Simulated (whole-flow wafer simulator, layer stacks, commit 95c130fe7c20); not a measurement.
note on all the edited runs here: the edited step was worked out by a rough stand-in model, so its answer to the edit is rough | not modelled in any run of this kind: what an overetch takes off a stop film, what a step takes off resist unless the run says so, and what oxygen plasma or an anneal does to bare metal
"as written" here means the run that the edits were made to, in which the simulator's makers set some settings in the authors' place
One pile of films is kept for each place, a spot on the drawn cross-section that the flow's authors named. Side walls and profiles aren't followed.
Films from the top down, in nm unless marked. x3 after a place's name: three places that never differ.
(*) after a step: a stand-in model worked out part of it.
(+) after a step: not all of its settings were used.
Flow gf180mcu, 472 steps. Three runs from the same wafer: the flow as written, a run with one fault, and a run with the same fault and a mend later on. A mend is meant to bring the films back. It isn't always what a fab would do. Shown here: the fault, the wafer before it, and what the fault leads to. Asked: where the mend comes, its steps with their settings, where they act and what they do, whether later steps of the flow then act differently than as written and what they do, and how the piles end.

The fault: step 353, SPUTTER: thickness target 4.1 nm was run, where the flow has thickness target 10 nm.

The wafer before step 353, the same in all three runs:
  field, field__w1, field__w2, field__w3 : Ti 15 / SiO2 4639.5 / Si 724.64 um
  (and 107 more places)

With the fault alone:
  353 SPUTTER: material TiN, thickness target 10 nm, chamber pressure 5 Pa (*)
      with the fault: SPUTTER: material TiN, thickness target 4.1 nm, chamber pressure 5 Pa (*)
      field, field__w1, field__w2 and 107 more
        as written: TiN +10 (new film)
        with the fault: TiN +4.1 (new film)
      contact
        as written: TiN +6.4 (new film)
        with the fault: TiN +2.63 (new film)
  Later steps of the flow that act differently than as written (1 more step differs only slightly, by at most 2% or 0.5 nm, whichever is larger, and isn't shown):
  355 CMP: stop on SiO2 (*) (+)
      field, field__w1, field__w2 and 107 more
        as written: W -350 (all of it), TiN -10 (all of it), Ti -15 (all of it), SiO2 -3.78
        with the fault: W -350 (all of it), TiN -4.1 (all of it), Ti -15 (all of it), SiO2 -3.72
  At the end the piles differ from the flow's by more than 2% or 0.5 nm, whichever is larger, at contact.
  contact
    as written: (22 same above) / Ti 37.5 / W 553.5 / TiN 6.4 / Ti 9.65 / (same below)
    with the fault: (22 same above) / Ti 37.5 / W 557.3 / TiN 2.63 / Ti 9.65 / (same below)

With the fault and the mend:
  The mend comes after step 353.
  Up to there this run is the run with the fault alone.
  353a SPUTTER: material TiN, thickness target 5.9 nm, chamber pressure 5 Pa (*) (the flow's step 353 once more, with other settings)
      field, field__w1, field__w2 and 107 more
        TiN +5.9
      contact
        TiN +3.78
  No later step of the flow acts differently than as written at any place that is followed.
  At the end the piles are the same as the flow's at every place that both follow.
